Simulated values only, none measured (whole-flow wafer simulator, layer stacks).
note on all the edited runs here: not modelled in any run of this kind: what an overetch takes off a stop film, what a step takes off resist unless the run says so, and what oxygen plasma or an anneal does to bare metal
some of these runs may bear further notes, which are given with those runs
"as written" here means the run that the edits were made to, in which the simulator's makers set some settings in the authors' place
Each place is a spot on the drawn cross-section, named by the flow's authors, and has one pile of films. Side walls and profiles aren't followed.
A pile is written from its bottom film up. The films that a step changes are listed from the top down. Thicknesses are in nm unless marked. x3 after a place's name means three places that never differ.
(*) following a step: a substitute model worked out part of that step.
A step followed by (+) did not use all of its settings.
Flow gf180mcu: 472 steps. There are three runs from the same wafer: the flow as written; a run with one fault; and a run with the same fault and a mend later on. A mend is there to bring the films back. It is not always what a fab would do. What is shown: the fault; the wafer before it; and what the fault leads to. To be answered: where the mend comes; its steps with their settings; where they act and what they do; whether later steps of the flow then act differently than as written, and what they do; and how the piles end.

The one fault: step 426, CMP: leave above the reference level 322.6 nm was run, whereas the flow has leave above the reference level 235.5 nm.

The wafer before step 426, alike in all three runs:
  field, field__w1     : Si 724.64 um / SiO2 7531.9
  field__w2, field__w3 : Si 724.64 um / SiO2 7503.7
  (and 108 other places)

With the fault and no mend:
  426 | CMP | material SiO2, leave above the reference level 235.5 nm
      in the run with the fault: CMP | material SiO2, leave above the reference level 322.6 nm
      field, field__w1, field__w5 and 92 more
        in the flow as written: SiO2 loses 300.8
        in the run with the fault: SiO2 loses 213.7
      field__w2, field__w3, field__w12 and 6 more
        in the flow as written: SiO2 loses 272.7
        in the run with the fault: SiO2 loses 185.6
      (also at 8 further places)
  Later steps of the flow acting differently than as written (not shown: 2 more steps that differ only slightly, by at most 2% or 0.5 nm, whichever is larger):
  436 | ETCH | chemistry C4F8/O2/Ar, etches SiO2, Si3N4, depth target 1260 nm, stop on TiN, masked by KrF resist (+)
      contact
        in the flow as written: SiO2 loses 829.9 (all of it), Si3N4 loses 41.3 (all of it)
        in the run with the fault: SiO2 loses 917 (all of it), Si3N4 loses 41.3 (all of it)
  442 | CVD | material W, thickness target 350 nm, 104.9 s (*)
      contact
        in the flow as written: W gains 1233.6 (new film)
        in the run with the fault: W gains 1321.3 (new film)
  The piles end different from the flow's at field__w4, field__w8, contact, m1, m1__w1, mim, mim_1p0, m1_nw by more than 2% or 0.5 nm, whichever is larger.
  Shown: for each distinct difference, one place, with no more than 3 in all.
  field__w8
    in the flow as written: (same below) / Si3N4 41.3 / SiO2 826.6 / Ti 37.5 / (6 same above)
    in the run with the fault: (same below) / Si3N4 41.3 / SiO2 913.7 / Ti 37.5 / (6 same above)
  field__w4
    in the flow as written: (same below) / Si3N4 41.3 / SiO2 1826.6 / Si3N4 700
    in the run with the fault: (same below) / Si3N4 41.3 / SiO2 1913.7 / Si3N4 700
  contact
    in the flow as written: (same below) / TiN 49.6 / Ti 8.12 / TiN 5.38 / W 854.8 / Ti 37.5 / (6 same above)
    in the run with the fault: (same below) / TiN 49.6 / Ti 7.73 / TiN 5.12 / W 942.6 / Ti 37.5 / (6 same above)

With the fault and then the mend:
  After step 434 comes the mend.
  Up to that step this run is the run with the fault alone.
  434a | STRIP | chemistry O2/N2, power 2160 W, pressure 1700 mTorr (*)
      field, field__w1, field__w2 and 108 more
        KrF resist loses 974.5 (all of it), anti-reflective coat loses 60 (all of it)
      contact
        anti-reflective coat loses 60 (all of it)
  434b | CMP | material SiO2, leave above the reference level 235.5 nm (the flow's step 426, run once more)
      field, field__w1, field__w2 and 109 more
        SiO2 loses 87.1
  434c | HMDS | 120 C, 60 s (the flow's step 428, run once more)
      does not change any film at any place that is followed
  434d | COAT | anti-reflective coat, thickness 60 nm, 182 C, 71 s (the flow's step 429, run once more)
      field, field__w1, field__w2 and 109 more
        anti-reflective coat gains 60 (new film)
  434e | COAT | KrF resist, thickness 1000 nm (the flow's step 430, run once more)
      field, field__w1, field__w2 and 109 more
        KrF resist gains 1000 (new film)
  434f | SOFTBAKE | KrF resist (the flow's step 431, run once more)
      does not change any film at any place that is followed
  434g | EXPOSE | photomask Via5 (the flow's step 432, run once more)
      does not change any film at any place that is followed
  434h | PEB | KrF resist, 135 C, 90 s (the flow's step 433, run once more)
      field, field__w1, field__w2 and 109 more
        KrF resist loses 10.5
  434i | DEVELOP | KrF resist, thickness 1000 nm, 60 s (the flow's step 434, run once more)
      field, field__w1, field__w2 and 108 more
        KrF resist loses 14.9
      contact
        KrF resist loses 989.5 (all of it)
  Later steps of the flow that are run all act as written at every place that is followed.
  By the end, the piles equal the flow's at every place that both follow.
